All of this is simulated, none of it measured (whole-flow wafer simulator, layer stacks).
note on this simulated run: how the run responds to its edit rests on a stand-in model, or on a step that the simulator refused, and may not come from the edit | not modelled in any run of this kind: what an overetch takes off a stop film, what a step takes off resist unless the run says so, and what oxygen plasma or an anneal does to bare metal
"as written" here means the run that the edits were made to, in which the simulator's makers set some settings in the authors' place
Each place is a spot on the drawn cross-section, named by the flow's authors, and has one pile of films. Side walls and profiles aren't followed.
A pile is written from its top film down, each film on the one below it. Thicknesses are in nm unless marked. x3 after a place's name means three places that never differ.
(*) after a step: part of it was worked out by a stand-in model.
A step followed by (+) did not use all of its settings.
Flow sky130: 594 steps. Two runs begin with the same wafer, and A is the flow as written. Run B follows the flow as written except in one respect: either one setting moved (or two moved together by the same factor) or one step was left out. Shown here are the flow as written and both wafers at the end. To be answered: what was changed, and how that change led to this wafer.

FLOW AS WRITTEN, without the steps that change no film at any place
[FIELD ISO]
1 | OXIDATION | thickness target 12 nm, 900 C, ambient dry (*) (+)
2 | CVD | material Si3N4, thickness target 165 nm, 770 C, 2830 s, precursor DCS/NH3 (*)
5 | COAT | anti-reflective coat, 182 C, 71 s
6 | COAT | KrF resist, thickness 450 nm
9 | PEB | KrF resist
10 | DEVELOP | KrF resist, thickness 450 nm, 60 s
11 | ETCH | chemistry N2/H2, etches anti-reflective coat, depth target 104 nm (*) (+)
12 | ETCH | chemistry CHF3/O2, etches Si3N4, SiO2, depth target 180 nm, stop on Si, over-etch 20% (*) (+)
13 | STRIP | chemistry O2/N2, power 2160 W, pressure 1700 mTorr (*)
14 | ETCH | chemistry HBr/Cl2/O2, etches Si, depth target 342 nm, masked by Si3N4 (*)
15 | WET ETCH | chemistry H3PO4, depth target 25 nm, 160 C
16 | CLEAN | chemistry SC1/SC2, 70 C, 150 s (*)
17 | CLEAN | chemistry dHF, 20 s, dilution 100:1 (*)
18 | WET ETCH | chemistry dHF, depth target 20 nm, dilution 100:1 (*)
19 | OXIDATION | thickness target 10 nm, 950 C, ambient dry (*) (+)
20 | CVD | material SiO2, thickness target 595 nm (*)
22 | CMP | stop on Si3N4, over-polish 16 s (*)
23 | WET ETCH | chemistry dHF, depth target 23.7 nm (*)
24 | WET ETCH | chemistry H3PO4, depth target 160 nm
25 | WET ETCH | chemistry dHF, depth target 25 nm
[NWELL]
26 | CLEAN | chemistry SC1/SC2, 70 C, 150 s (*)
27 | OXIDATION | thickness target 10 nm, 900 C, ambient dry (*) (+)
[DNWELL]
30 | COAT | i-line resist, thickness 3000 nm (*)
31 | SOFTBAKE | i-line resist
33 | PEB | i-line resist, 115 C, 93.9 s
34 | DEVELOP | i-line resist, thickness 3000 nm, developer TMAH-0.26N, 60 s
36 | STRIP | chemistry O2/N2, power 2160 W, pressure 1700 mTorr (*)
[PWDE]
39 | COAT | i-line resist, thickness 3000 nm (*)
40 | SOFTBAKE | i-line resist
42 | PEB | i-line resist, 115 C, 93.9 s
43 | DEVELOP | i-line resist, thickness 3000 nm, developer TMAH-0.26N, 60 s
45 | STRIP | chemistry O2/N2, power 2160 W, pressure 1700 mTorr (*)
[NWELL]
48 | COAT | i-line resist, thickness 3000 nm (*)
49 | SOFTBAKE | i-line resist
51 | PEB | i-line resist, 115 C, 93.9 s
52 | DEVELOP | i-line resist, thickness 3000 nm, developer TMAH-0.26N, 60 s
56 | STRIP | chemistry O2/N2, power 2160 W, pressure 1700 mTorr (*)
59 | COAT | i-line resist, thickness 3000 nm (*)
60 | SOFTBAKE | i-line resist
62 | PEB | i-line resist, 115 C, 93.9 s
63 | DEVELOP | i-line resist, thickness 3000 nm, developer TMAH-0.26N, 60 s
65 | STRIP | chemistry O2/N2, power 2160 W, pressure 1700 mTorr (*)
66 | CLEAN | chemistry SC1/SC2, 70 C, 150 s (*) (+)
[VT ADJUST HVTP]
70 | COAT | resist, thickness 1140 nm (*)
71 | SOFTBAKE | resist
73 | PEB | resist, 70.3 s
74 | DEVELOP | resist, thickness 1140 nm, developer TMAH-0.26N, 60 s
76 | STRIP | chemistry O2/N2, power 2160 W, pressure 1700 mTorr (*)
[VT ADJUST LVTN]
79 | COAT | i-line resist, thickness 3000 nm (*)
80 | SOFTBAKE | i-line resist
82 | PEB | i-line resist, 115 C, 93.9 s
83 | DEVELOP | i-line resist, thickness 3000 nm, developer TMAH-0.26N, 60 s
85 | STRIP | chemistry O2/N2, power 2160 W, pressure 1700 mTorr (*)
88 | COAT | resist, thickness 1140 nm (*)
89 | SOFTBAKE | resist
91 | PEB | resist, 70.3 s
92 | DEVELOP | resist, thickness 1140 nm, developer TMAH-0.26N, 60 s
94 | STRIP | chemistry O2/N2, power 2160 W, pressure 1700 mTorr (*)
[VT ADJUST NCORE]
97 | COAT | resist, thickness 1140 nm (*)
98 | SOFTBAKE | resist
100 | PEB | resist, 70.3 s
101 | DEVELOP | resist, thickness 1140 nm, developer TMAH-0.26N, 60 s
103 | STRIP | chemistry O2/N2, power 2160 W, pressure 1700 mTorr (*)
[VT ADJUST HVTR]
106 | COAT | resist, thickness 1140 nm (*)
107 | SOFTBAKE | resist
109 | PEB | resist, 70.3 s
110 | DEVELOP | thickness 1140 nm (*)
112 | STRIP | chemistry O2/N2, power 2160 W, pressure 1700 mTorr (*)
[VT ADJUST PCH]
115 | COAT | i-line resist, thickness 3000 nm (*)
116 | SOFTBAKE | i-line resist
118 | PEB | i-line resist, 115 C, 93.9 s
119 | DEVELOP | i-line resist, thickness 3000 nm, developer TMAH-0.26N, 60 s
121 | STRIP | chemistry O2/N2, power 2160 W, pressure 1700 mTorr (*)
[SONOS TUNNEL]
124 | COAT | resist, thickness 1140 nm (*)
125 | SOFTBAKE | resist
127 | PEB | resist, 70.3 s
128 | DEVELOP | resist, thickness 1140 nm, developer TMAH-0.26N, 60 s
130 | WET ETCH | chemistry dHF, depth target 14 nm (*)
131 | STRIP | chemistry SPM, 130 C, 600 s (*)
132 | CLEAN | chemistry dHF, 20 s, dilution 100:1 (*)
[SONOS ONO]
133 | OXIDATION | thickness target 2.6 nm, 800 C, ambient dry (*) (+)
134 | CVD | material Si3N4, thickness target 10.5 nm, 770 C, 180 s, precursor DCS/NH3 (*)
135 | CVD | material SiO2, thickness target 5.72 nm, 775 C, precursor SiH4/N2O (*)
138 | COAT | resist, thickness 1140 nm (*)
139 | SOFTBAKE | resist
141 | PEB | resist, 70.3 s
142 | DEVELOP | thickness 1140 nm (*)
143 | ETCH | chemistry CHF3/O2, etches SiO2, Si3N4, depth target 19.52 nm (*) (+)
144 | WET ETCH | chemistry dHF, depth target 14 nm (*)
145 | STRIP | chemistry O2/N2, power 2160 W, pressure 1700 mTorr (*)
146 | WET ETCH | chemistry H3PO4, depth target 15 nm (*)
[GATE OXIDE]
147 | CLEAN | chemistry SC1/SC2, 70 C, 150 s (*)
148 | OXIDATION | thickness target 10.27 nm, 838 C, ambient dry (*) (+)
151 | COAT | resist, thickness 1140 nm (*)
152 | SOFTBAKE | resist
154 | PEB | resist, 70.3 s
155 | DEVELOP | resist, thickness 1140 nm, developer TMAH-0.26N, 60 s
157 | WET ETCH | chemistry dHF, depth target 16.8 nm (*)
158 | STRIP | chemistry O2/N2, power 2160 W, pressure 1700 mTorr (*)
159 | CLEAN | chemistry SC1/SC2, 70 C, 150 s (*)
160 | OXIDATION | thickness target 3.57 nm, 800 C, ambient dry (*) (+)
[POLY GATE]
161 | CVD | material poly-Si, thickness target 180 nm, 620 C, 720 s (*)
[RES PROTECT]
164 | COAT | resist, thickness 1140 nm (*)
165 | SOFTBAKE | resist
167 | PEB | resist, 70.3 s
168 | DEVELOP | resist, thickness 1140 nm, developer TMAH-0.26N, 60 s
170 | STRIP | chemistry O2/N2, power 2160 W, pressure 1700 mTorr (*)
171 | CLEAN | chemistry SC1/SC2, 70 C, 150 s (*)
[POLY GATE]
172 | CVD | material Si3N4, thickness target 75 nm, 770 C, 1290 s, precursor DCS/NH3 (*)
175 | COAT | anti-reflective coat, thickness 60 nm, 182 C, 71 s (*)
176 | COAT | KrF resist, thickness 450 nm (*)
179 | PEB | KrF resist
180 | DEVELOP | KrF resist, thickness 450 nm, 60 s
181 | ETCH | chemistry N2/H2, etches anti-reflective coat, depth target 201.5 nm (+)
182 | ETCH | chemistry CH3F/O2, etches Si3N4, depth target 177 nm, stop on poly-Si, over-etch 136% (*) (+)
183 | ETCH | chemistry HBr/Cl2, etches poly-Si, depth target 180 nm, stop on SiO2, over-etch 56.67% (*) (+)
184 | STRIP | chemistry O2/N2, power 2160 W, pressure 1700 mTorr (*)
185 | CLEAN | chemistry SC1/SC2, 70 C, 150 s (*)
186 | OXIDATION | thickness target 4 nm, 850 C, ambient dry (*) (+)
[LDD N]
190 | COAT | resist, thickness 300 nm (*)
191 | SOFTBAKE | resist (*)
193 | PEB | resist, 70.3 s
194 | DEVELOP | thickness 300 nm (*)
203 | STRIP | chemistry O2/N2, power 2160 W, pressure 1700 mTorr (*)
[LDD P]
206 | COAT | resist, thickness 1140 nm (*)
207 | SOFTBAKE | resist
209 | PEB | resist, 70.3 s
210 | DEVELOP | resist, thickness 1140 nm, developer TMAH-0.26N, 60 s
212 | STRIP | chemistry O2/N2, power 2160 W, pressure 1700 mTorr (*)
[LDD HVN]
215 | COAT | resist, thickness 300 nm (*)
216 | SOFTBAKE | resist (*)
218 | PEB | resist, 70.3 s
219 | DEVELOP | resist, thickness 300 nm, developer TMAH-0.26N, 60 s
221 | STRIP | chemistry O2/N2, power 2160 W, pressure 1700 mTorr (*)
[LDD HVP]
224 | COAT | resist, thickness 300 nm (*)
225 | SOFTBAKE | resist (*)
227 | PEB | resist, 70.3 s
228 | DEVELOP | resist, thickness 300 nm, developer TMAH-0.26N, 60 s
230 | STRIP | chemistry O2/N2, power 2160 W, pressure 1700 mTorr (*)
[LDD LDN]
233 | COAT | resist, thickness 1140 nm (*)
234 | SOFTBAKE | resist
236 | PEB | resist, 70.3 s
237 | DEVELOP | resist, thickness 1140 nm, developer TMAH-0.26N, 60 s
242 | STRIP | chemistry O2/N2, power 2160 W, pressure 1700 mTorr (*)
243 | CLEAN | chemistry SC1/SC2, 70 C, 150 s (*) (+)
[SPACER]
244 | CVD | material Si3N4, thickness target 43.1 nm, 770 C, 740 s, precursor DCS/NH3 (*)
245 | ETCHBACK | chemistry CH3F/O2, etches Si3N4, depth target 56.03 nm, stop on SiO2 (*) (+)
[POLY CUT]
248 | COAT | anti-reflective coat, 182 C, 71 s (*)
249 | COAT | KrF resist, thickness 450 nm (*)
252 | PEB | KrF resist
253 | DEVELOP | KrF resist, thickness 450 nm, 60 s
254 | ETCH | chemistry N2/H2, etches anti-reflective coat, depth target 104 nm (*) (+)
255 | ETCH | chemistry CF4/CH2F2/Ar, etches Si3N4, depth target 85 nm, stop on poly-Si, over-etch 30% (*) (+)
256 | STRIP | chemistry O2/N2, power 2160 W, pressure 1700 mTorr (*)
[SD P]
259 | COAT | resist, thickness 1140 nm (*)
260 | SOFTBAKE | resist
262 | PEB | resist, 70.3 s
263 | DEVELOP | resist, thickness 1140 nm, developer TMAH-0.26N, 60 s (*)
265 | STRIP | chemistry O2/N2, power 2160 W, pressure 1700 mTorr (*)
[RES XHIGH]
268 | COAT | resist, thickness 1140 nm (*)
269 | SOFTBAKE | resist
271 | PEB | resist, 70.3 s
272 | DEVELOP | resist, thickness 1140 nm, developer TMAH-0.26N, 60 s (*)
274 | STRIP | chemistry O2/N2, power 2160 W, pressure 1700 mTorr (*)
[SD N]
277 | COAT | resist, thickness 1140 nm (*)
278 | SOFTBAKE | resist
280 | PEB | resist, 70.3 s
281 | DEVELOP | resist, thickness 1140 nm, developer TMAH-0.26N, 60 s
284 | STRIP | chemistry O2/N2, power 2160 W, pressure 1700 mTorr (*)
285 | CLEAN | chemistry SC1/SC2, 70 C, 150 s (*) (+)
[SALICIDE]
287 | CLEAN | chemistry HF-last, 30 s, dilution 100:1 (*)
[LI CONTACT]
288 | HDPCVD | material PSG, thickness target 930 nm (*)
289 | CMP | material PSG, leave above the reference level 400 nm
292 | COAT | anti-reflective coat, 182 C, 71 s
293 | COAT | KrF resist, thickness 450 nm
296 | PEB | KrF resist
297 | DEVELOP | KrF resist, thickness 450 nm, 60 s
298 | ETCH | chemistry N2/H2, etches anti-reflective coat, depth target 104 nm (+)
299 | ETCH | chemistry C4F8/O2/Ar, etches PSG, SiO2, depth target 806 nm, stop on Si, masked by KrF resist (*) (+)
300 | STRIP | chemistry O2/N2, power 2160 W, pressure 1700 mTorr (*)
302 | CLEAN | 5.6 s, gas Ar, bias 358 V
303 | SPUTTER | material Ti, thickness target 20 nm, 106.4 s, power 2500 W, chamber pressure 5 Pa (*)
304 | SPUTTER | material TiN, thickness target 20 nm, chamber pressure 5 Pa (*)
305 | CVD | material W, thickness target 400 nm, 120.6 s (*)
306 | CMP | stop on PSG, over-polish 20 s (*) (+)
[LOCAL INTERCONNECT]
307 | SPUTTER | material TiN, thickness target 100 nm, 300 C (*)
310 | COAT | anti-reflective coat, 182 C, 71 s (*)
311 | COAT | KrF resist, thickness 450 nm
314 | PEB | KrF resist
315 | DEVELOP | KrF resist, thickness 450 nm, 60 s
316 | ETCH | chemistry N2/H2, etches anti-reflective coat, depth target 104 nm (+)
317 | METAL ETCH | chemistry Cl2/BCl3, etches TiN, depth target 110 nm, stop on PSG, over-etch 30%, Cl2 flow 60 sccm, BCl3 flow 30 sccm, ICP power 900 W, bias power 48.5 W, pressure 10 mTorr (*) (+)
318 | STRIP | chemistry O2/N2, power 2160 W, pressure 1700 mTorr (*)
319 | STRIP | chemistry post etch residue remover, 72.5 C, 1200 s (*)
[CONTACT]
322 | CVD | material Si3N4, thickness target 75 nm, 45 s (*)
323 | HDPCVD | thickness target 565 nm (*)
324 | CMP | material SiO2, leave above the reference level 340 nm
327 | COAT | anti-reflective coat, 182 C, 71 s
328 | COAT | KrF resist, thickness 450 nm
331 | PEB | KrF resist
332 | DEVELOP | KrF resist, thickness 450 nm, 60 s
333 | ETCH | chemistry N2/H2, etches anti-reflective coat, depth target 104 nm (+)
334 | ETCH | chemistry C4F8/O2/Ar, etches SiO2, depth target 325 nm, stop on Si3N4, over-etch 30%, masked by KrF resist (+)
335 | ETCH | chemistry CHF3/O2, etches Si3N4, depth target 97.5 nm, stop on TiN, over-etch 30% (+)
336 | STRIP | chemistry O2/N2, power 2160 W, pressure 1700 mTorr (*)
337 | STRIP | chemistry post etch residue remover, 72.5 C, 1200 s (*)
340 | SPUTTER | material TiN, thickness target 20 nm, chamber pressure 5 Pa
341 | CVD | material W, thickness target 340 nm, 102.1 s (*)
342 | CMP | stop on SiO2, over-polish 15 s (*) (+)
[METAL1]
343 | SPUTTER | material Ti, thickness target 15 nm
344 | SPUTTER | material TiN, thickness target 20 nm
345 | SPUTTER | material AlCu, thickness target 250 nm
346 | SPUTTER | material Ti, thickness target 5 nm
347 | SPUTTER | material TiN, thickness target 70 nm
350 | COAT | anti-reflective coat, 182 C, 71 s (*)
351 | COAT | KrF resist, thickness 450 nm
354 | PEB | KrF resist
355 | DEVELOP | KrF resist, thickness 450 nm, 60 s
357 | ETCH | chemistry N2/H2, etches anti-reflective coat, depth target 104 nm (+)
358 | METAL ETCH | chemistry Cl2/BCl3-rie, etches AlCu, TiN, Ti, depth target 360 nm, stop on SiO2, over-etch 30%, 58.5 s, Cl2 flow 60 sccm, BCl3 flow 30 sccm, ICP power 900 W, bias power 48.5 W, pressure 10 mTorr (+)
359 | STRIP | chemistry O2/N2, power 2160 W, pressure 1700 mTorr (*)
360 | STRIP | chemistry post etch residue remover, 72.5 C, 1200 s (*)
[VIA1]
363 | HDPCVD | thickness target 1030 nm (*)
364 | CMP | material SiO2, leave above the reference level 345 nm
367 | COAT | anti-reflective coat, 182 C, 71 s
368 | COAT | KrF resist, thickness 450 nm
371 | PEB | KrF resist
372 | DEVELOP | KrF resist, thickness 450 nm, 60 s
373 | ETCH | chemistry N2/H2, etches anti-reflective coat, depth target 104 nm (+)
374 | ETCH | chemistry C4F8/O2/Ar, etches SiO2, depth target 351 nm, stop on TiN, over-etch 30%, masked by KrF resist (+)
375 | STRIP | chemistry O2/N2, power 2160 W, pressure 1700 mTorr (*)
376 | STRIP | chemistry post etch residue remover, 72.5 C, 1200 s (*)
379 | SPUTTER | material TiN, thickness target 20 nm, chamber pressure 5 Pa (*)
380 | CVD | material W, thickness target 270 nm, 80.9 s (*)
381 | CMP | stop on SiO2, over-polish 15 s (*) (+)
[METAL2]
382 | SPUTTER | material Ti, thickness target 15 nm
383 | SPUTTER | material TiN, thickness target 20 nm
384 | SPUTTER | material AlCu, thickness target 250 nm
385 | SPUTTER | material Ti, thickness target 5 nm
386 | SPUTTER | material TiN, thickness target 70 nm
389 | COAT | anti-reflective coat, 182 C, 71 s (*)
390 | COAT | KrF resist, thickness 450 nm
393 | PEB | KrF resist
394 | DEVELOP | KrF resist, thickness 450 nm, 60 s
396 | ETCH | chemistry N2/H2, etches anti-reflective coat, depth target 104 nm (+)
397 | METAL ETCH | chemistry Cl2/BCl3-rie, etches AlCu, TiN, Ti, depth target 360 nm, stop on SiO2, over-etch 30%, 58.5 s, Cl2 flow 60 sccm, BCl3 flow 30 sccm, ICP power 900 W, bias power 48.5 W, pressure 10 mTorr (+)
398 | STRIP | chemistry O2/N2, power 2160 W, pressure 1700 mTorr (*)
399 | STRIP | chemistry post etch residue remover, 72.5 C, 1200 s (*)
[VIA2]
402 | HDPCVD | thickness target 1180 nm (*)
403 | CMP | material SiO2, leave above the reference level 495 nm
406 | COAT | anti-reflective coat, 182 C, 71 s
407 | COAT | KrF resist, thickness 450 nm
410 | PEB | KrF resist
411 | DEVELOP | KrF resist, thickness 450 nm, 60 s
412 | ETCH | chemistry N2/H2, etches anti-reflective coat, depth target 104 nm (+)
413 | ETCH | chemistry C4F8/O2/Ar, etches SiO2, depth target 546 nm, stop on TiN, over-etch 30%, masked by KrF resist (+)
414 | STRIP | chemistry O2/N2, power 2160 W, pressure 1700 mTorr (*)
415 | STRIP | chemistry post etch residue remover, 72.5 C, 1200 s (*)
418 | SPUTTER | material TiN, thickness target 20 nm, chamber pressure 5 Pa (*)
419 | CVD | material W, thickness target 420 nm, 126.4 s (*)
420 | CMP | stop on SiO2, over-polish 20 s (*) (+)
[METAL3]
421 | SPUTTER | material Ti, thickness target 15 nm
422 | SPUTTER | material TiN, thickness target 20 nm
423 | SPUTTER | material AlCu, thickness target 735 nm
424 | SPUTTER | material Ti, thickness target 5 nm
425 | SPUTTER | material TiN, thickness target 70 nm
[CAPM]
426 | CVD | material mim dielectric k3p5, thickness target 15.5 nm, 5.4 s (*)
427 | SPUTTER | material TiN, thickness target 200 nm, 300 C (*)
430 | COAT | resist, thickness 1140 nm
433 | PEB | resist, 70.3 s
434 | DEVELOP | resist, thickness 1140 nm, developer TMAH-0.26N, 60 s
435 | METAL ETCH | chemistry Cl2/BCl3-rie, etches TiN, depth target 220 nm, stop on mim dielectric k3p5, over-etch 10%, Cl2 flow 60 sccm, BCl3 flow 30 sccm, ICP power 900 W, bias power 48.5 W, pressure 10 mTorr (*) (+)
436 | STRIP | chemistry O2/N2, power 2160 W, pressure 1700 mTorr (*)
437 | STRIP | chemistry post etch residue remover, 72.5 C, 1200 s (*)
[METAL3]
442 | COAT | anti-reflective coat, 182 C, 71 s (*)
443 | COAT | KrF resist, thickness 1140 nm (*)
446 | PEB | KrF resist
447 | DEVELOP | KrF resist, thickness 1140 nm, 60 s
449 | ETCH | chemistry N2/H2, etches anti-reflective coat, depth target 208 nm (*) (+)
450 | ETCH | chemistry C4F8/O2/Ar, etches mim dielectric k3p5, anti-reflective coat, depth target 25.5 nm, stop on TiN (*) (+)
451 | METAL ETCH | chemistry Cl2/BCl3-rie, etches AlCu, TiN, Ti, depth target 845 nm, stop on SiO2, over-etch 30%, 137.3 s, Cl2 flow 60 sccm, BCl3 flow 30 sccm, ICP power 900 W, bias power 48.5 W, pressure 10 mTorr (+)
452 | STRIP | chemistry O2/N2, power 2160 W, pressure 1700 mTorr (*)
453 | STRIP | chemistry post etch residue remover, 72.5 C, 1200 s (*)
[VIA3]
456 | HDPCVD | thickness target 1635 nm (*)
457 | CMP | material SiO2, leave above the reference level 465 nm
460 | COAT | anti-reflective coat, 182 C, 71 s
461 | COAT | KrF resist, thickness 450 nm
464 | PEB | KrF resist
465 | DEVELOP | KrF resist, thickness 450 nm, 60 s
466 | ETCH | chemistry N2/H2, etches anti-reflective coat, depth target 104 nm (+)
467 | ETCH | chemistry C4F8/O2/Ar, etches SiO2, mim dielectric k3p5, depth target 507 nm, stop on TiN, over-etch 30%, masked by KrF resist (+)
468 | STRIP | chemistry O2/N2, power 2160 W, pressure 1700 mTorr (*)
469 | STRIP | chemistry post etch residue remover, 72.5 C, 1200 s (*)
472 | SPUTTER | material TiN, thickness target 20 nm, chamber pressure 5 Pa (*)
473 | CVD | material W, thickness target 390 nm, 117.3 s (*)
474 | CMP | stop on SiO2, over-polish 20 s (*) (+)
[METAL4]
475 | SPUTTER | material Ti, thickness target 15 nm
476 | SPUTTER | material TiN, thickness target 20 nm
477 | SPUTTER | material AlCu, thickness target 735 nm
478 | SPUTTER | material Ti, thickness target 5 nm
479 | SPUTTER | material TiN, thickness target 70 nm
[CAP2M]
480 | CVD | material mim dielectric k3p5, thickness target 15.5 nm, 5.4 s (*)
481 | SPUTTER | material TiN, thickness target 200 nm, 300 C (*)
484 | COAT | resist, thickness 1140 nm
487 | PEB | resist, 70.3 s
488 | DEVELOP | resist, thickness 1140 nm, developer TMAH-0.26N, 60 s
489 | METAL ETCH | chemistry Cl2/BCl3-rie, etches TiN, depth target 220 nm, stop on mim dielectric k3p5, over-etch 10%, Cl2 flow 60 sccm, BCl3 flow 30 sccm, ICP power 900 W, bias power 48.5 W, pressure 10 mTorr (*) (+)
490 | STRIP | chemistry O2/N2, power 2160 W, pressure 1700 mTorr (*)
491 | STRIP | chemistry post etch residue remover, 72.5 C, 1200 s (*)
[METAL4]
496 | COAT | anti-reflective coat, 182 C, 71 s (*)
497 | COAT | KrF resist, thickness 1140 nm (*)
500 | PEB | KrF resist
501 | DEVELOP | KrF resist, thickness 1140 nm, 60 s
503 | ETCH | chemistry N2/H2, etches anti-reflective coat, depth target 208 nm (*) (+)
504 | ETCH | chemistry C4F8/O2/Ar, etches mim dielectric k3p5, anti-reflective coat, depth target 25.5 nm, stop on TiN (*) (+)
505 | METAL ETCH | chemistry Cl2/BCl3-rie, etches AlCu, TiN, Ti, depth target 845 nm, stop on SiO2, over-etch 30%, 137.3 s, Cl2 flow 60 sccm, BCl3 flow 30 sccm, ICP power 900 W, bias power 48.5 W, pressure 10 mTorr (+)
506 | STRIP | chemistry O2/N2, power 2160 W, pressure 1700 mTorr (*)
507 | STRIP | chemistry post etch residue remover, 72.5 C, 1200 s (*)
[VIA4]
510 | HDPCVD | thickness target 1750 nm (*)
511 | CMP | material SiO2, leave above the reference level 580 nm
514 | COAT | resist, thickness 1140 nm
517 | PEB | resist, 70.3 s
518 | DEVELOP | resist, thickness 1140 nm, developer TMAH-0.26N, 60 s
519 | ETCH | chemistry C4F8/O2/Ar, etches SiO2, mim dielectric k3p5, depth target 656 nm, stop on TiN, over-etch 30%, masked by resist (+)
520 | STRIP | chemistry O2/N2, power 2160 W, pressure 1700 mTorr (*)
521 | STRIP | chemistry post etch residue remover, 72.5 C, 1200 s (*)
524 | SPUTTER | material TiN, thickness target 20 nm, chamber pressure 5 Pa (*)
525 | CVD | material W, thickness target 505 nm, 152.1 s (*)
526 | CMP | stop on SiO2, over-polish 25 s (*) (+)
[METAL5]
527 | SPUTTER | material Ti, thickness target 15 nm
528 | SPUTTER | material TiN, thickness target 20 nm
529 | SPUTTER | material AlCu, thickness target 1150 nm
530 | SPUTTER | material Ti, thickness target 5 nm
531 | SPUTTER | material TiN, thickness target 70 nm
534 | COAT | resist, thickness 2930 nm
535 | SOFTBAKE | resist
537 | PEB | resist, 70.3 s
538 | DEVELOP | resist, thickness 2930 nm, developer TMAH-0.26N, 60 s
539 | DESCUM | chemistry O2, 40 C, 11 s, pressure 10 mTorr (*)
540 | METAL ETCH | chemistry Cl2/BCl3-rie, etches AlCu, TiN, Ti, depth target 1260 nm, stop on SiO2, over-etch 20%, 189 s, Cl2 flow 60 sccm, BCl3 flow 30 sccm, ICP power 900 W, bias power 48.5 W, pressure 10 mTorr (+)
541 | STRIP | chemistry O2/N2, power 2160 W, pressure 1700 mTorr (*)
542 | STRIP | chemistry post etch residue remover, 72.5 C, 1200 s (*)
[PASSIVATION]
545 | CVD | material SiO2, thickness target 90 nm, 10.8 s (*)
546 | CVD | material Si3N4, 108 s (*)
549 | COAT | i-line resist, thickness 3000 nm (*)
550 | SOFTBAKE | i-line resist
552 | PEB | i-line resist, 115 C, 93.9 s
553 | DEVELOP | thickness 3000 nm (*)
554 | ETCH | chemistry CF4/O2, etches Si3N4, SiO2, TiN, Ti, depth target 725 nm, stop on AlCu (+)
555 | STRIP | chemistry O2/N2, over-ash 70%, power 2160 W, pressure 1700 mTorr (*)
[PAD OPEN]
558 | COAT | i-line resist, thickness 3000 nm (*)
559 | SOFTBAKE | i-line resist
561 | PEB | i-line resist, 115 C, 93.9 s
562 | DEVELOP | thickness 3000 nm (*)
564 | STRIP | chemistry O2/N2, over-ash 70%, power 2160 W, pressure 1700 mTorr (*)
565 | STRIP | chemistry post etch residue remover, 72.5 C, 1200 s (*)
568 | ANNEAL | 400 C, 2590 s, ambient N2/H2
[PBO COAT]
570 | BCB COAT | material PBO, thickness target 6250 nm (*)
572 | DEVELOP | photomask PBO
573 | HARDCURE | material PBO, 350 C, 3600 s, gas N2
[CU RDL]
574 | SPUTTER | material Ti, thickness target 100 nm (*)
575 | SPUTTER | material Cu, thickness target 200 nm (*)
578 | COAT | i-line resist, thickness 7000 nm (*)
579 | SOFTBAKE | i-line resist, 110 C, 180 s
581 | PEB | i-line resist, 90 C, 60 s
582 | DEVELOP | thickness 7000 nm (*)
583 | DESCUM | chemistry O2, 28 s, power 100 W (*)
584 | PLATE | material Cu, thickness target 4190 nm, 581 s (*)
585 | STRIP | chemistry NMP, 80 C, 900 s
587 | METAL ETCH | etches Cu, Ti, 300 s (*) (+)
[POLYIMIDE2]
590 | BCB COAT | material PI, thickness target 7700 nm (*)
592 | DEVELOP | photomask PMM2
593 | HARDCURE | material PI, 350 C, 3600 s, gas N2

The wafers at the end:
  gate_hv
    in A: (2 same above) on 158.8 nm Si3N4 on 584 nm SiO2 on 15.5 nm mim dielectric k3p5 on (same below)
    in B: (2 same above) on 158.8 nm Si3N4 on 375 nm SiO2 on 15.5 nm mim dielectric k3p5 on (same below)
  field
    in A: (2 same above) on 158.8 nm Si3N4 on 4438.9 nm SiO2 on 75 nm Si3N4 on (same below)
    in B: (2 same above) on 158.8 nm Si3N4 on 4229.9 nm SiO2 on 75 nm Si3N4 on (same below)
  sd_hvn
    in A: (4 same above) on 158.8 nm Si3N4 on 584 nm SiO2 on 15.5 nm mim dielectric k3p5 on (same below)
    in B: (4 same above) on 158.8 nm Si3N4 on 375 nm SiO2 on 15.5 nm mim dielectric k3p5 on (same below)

Cause: step 511, CMP: leave above the reference level 371 nm was run, whereas the flow has leave above the reference level 580 nm.

The path from the change to this, step by step:
  511 | CMP | material SiO2, leave above the reference level 580 nm
      n_well, p_well, gate_hv and 99 more: A -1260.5 SiO2 | B -1469.5 SiO2
      field, active, gate and 77 more: A -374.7 SiO2 | B -583.7 SiO2
      (also at 11 further places)
  519 | ETCH | chemistry C4F8/O2/Ar, etches SiO2, mim dielectric k3p5, depth target 656 nm, stop on TiN, over-etch 30%, masked by resist (+)
      field, active, n_well and 188 more: A -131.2 resist | B -77.1 resist
      m1: A -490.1 SiO2 (all of it), -15.5 mim dielectric k3p5 (all of it) | B -281.1 SiO2 (all of it), -15.5 mim dielectric k3p5 (all of it)
      (also at 1 further place)
  520 | STRIP | chemistry O2/N2, power 2160 W, pressure 1700 mTorr (*)
      field, active, n_well and 188 more: A -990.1 resist (all of it) | B -1044.2 resist (all of it)
  524 | SPUTTER | material TiN, thickness target 20 nm, chamber pressure 5 Pa (*)
      m1, via4_hole: A +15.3 TiN | B +16.8 TiN
  525 | CVD | material W, thickness target 505 nm, 152.1 s (*)
      m1: A +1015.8 W (new film) | B +608.5 W (new film)
      via4_hole: A +1015.2 W (new film) | B +609.6 W (new film)
  526 | CMP | stop on SiO2, over-polish 25 s (*) (+)
      m1: A -532.7 W | B -335.9 W
      via4_hole: A -532.7 W | B -337.7 W
